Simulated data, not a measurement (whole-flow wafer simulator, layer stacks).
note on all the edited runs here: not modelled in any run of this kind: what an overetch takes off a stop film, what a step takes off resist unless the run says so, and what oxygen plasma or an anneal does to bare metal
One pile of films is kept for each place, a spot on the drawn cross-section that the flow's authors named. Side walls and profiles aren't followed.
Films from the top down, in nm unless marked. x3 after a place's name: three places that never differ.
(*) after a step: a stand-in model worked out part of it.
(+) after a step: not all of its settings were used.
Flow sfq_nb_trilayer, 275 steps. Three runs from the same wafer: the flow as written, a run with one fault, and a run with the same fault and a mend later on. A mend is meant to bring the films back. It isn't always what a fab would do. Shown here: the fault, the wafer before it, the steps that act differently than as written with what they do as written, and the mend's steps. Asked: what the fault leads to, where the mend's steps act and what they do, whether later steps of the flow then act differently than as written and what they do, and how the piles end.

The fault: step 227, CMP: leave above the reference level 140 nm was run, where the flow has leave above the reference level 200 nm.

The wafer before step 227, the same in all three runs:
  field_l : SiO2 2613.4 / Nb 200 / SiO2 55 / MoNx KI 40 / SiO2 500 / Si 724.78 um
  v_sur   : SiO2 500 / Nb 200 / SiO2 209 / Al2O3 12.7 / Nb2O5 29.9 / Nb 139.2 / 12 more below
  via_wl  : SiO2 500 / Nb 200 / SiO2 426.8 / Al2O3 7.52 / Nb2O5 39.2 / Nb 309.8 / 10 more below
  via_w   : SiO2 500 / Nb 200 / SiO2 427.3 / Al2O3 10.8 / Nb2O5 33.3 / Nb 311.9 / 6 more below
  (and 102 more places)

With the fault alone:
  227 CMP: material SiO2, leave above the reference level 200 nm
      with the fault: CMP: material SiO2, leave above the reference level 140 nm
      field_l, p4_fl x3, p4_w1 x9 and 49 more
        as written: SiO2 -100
        with the fault: SiO2 -160
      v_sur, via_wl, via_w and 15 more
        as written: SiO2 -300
        with the fault: SiO2 -360
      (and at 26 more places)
  Later steps of the flow that act differently than as written (4 more steps differ only slightly, by at most 2% or 0.5 nm, whichever is larger, and aren't shown):
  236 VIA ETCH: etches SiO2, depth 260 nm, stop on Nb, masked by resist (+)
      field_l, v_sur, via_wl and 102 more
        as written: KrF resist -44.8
        with the fault: KrF resist -36.2
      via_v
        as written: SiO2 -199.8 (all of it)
        with the fault: SiO2 -139.8 (all of it)
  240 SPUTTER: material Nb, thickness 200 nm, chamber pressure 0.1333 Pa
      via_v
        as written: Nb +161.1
        with the fault: Nb +175.7
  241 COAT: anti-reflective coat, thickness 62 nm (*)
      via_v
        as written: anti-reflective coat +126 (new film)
        with the fault: anti-reflective coat +111.5 (new film)
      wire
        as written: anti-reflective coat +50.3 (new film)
        with the fault: anti-reflective coat +51.4 (new film)
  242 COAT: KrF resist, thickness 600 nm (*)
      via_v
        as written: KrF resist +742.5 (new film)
        with the fault: KrF resist +692.2 (new film)
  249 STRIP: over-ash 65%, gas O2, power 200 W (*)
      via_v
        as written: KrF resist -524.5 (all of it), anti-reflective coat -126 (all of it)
        with the fault: KrF resist -474.4 (all of it), anti-reflective coat -111.5 (all of it)
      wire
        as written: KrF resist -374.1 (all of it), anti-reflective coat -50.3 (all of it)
        with the fault: KrF resist -378.9 (all of it), anti-reflective coat -51.4 (all of it)
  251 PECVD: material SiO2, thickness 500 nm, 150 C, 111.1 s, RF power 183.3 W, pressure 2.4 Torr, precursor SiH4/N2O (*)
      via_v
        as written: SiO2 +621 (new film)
        with the fault: SiO2 +520.3 (new film)
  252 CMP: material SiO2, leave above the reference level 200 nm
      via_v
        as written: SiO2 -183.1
        with the fault: SiO2 -157.1
  At the end the piles differ from the flow's by more than 2% or 0.5 nm, whichever is larger, at field_l, v_sur, via_wl and 102 more.
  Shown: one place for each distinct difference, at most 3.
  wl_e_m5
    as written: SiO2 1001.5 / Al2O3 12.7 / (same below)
    with the fault: SiO2 941.5 / Al2O3 12.7 / (same below)
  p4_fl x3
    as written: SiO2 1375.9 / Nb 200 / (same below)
    with the fault: SiO2 1315.9 / Nb 200 / (same below)
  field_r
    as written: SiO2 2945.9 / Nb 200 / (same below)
    with the fault: SiO2 2885.9 / Nb 200 / (same below)

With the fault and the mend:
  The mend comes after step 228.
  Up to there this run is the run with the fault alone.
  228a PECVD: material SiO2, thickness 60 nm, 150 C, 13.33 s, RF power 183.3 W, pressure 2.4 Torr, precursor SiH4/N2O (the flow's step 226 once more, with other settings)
      field_l, v_sur, via_wl and 103 more
        SiO2 +60
  No later step of the flow acts differently than as written, at any place that is followed, by more than 2% or 0.5 nm, whichever is larger.
  At the end the piles are the same as the flow's at every place that both follow.
